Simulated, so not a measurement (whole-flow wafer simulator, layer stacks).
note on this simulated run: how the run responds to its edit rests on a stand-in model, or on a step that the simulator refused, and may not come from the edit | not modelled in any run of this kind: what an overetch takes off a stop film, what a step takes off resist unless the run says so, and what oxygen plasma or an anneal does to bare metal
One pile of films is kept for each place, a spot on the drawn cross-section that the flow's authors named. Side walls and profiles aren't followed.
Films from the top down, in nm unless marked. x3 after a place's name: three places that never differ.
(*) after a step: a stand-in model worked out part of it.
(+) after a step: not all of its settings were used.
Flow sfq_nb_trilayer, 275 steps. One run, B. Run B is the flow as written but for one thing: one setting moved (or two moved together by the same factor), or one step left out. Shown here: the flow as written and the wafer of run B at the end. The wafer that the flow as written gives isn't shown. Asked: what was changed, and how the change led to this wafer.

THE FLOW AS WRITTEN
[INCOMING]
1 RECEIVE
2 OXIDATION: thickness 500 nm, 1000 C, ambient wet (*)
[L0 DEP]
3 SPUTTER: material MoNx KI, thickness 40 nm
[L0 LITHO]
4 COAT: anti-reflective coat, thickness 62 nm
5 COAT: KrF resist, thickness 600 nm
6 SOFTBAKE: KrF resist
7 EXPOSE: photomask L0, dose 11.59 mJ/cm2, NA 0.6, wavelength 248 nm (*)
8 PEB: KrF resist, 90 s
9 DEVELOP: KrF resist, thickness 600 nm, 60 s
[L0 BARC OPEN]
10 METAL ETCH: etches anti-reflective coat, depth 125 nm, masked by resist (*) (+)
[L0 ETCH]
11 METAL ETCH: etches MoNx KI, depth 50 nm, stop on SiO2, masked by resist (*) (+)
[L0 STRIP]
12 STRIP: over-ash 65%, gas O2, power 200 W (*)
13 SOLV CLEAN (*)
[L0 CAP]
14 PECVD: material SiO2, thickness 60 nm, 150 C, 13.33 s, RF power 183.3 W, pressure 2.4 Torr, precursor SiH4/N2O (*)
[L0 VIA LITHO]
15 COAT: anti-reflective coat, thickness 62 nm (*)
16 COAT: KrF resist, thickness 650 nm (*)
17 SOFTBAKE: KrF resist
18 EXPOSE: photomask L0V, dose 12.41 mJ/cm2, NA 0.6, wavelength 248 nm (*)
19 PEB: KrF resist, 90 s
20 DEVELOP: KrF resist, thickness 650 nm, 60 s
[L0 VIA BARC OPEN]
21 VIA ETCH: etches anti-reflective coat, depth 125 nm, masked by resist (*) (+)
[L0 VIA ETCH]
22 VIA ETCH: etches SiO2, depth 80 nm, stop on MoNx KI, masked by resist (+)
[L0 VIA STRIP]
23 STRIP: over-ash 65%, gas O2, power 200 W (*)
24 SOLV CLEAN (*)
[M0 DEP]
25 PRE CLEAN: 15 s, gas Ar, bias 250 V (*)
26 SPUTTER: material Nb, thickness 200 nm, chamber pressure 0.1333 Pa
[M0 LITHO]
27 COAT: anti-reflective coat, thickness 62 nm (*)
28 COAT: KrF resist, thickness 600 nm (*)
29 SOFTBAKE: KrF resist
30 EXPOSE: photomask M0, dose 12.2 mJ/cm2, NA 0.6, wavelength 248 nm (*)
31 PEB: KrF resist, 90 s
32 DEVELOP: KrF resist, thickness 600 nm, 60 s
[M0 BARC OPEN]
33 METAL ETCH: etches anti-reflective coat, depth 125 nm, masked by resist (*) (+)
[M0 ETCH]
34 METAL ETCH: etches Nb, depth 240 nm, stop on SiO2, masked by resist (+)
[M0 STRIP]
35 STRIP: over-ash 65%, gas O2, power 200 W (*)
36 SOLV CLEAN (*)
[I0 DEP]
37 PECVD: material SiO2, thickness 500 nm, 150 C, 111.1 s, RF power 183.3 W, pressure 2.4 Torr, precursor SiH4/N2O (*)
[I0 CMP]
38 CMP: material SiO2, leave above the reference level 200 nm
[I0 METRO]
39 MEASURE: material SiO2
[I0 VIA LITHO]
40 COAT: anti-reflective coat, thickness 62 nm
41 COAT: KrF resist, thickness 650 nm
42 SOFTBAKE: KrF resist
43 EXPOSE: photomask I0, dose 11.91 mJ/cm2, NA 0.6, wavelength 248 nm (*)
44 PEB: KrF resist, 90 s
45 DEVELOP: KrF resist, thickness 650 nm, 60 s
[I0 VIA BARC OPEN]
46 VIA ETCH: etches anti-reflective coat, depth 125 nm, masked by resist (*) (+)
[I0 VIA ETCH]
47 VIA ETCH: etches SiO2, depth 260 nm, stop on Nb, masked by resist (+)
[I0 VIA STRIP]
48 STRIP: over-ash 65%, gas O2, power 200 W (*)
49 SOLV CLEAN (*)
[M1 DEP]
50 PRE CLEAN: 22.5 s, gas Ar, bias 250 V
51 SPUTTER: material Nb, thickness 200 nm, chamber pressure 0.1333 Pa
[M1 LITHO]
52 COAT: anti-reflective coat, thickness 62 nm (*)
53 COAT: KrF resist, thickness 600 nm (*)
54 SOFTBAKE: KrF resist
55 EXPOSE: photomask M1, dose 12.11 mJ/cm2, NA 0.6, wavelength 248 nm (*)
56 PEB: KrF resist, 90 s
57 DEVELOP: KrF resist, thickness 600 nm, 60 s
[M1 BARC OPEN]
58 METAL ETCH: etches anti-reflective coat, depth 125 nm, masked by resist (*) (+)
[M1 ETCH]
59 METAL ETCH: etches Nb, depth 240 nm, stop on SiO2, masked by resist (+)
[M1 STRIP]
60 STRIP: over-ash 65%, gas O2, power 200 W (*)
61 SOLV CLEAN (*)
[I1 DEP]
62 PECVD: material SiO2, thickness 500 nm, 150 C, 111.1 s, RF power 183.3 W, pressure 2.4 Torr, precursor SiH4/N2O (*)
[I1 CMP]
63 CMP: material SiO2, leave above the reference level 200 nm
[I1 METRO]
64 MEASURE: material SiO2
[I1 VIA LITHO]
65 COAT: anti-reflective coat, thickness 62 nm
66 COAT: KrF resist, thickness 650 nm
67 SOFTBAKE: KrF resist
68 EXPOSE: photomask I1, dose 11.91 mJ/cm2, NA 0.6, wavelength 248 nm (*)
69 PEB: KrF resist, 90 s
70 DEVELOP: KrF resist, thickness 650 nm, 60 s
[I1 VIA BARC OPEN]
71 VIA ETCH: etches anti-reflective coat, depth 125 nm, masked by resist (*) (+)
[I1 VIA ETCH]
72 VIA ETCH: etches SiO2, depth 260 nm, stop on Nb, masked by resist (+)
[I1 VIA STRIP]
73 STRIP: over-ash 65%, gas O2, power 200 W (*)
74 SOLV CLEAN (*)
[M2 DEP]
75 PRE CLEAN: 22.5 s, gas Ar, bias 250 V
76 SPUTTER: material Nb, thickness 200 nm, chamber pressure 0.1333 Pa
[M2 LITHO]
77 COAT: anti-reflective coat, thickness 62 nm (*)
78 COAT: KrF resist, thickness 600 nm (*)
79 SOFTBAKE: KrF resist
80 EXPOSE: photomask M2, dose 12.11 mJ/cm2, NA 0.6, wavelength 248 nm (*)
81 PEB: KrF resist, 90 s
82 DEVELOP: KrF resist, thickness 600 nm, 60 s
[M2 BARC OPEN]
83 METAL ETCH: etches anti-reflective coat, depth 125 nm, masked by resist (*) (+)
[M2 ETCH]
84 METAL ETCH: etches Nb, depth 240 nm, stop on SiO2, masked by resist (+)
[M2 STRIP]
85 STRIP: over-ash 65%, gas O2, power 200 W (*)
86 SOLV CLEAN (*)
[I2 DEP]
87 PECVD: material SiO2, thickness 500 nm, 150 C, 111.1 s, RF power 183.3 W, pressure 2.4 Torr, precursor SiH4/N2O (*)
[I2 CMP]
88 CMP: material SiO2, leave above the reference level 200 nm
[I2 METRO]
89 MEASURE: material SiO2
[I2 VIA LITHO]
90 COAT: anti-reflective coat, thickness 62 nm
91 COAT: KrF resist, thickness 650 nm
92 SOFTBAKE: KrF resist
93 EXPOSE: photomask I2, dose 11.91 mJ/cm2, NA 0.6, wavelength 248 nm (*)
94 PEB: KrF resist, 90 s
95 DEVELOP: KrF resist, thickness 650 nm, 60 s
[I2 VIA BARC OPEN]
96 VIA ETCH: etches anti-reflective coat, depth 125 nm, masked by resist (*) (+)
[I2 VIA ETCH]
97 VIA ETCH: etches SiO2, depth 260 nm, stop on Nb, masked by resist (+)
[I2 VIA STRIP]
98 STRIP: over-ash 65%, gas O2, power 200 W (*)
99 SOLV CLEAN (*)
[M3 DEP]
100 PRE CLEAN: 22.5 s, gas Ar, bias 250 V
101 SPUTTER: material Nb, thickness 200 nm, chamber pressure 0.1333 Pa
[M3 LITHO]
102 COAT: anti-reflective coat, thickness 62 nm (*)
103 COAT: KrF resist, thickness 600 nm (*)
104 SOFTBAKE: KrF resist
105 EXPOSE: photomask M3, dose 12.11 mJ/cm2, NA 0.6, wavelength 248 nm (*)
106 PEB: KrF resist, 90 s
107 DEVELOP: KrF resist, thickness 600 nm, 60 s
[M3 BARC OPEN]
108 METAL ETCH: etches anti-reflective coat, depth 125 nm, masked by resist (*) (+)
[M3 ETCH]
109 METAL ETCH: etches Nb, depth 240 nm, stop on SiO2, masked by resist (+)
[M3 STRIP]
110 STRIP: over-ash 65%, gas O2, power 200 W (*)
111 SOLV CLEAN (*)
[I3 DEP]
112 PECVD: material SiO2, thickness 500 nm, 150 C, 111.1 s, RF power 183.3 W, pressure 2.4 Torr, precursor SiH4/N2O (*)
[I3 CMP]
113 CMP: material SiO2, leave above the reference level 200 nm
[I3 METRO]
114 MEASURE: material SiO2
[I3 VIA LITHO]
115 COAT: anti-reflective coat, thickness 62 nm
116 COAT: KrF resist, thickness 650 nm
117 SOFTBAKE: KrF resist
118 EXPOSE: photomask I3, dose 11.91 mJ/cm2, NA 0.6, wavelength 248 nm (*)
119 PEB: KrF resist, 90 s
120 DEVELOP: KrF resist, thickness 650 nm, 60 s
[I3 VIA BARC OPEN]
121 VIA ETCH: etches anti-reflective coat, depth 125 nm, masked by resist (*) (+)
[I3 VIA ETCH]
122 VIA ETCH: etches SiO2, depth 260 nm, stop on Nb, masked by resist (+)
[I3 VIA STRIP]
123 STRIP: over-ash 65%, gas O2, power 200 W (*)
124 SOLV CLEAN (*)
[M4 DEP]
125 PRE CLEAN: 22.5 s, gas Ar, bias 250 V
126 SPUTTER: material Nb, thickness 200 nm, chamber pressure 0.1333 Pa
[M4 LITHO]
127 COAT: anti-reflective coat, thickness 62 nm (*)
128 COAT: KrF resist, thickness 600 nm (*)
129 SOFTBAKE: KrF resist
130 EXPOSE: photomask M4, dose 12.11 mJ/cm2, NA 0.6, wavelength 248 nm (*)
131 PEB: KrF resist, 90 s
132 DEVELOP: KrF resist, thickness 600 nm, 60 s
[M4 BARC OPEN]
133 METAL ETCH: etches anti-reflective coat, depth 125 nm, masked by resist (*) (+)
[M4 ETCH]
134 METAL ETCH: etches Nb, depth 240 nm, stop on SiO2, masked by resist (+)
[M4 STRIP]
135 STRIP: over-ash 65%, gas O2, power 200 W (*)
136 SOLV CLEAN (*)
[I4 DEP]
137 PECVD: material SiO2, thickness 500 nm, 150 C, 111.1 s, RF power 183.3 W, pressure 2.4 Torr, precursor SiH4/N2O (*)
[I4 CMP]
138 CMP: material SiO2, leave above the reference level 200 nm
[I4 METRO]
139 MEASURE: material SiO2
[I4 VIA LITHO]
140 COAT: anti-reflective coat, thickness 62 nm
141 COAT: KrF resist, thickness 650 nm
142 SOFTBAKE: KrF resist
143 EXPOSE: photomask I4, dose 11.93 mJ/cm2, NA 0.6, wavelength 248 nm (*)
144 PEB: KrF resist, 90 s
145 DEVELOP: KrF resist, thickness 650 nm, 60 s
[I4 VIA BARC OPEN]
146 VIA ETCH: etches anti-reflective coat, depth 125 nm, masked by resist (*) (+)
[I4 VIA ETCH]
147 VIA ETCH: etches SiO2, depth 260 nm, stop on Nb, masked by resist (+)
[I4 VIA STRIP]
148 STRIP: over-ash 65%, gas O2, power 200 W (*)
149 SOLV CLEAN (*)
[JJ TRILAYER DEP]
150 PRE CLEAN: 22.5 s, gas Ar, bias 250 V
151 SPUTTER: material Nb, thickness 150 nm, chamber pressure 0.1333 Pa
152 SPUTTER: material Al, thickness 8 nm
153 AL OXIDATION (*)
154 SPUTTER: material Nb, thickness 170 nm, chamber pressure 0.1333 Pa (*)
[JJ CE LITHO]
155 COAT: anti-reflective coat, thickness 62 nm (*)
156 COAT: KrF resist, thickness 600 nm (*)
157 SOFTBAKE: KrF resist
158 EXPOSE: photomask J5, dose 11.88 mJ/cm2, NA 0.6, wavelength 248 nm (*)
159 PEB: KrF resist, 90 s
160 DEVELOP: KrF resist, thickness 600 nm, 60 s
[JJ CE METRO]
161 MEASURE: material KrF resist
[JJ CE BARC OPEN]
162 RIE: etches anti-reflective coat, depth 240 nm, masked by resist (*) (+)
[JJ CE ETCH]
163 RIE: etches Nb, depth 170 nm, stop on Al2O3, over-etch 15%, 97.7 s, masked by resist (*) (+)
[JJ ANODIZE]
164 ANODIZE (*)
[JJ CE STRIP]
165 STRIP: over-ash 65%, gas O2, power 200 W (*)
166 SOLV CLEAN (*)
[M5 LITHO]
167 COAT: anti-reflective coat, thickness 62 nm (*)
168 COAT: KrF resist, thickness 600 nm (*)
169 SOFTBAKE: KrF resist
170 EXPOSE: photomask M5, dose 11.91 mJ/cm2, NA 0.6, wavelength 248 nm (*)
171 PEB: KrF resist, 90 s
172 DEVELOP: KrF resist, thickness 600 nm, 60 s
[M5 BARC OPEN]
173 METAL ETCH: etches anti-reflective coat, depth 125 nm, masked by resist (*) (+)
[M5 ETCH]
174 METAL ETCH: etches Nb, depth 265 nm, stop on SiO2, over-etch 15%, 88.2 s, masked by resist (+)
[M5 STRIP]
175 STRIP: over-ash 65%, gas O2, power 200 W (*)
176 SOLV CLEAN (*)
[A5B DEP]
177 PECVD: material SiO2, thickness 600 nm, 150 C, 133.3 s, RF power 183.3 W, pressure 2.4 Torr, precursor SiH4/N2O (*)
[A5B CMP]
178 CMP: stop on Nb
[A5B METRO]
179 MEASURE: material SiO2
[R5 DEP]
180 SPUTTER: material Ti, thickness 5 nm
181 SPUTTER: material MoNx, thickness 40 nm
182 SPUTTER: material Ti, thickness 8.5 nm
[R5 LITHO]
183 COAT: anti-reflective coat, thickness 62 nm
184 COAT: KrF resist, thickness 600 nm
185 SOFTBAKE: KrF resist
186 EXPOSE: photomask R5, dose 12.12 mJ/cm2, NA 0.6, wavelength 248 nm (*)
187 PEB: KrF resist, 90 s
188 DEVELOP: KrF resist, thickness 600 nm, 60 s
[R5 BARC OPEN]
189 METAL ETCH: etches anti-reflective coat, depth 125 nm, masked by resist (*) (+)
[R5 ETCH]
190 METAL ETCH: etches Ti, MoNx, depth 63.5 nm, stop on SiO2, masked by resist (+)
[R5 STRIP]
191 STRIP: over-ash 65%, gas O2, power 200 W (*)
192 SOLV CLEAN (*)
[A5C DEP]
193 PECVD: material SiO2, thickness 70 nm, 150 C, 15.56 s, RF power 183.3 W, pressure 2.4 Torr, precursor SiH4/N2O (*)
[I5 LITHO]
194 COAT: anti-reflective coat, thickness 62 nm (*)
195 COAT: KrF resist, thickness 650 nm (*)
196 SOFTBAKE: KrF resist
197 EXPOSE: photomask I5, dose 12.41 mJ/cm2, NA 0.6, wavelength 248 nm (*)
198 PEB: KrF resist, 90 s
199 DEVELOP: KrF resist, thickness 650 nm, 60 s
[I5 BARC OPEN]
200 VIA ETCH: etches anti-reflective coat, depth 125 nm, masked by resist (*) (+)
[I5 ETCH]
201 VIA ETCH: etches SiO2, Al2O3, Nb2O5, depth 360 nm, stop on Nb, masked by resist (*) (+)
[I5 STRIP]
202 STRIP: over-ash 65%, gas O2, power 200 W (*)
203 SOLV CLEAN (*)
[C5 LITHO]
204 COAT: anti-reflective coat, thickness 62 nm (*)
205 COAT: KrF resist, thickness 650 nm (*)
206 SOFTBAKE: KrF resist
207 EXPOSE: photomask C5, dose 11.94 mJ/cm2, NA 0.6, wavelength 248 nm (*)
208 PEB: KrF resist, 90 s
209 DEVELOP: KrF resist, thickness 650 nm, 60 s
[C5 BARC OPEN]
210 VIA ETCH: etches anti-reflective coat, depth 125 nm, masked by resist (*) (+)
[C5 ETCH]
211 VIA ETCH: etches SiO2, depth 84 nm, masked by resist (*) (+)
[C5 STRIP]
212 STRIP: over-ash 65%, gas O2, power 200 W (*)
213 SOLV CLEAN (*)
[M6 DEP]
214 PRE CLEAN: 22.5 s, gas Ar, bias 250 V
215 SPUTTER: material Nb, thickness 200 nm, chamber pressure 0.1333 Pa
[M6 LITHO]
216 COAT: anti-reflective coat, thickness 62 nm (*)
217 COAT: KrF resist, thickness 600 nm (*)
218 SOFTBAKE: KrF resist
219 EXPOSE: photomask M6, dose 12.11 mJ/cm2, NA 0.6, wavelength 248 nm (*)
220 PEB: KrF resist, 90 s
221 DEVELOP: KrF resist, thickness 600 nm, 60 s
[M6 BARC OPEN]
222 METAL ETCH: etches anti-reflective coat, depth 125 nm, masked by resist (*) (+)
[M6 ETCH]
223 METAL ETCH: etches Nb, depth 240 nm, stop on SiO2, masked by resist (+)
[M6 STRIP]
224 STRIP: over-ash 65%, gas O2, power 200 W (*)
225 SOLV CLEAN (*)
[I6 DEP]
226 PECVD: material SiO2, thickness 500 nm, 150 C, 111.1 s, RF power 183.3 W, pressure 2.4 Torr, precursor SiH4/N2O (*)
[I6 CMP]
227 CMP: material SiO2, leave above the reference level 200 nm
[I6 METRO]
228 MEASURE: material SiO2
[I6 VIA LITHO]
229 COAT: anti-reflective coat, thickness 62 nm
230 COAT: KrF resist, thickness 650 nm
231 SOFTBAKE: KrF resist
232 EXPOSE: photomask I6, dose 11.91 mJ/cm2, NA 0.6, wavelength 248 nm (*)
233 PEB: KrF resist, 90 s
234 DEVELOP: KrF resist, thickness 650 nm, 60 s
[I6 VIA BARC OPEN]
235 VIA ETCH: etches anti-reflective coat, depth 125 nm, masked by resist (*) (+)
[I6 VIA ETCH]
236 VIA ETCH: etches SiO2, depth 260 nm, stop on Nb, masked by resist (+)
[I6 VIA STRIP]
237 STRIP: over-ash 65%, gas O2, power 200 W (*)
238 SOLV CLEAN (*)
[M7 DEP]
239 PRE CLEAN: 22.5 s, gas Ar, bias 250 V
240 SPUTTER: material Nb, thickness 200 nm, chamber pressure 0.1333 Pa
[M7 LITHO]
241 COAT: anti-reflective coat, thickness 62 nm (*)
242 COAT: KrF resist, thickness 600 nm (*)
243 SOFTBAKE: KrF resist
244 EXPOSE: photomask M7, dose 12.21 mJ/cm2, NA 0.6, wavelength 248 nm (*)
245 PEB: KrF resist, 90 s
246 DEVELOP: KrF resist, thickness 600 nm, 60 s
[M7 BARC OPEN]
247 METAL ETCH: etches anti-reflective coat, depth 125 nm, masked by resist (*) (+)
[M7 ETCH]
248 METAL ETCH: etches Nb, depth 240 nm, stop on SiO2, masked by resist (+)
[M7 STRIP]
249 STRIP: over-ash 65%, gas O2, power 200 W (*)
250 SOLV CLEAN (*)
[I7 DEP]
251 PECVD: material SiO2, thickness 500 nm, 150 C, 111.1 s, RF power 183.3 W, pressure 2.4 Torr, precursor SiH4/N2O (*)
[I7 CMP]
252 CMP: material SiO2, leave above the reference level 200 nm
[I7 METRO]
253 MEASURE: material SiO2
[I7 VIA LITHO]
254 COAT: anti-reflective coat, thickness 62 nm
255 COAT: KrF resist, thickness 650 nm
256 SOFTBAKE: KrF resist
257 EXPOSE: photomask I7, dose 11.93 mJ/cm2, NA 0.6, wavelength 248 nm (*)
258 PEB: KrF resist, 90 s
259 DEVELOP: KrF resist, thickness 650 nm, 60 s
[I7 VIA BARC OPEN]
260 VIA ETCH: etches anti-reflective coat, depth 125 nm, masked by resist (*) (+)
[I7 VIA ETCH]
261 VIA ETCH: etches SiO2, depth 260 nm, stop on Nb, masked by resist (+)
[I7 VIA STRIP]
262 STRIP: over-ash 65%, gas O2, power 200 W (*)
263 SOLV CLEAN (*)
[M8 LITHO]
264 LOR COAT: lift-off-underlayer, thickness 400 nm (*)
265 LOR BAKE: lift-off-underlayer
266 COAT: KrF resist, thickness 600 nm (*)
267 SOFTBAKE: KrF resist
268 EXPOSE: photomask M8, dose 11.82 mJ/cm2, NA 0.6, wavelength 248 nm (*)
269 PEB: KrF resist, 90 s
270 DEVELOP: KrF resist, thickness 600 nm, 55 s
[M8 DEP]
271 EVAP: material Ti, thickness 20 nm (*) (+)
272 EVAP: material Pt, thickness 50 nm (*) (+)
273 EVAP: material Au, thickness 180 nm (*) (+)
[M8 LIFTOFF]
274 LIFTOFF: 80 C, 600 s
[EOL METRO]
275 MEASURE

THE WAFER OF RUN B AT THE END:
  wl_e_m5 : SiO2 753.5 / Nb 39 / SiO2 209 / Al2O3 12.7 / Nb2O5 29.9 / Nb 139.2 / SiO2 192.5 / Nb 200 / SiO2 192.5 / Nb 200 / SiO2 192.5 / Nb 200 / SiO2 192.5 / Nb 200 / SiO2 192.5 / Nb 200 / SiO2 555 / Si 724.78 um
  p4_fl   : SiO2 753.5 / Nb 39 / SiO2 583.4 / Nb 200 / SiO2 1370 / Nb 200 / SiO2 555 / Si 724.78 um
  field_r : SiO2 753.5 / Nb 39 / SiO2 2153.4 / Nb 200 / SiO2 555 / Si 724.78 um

The cause: step 223, METAL ETCH: depth 161 nm was run, where the flow has depth 240 nm.

How the change led to this, step by step:
  223 METAL ETCH: etches Nb, depth 240 nm, stop on SiO2, masked by resist (+)
      field_l, gap, moat and 76 more: Nb -161 (as written it would be: Nb -200 (all of it))
      v_sur, via_wl, via_w and 24 more: KrF resist -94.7 (as written it would be: KrF resist -141.2)
  224 STRIP: over-ash 65%, gas O2, power 200 W (*)
      wl_j_sl, wl_j_sr: KrF resist -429 (all of it), anti-reflective coat -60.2 (all of it) (as written it would be: KrF resist -382.5 (all of it), anti-reflective coat -60.2 (all of it))
      wl_c_m6, wl_f_m6: KrF resist -428.7 (all of it), anti-reflective coat -62 (all of it) (as written it would be: KrF resist -382.3 (all of it), anti-reflective coat -62 (all of it))
      (and at 23 more places)
  226 PECVD: material SiO2, thickness 500 nm, 150 C, 111.1 s, RF power 183.3 W, pressure 2.4 Torr, precursor SiH4/N2O (*)
      field_l, p4_fl, p4_fm and 62 more: SiO2 +500 (new film) (as written it would be: SiO2 +500)
      moat, field_r, lsp_l, ln_m5, lsp_m: SiO2 +494.9 (new film) (as written it would be: SiO2 +493.6)
      (and at 9 more places)
  227 CMP: material SiO2, leave above the reference level 200 nm
      field_l, p4_fl, p4_fm and 59 more: SiO2 -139 (as written it would be: SiO2 -100)
      moat, field_r, lsp_l, ln_m5, lsp_m: SiO2 -133.9 (as written it would be: SiO2 -93.6)
      (and at 8 more places)
Counting metal films that touch as one body, wl_e_m5 has 7 bodies (between them, from the top down: SiO2 209 / Al2O3 12.7 / Nb2O5 29.9; SiO2 192.5; SiO2 192.5; SiO2 192.5; SiO2 192.5; SiO2 192.5); the flow as written gives 6 bodies (between them, from the top down: SiO2 192.5; SiO2 192.5; SiO2 192.5; SiO2 192.5; SiO2 192.5).
Counting metal films that touch as one body, p4_fl has 3 bodies (between them, from the top down: SiO2 583.4; SiO2 1370); the flow as written gives 2 bodies (between them, from the top down: SiO2 1370).
Counting metal films that touch as one body, field_r has 2 bodies (between them, from the top down: SiO2 2153.4); the flow as written gives 1 body.
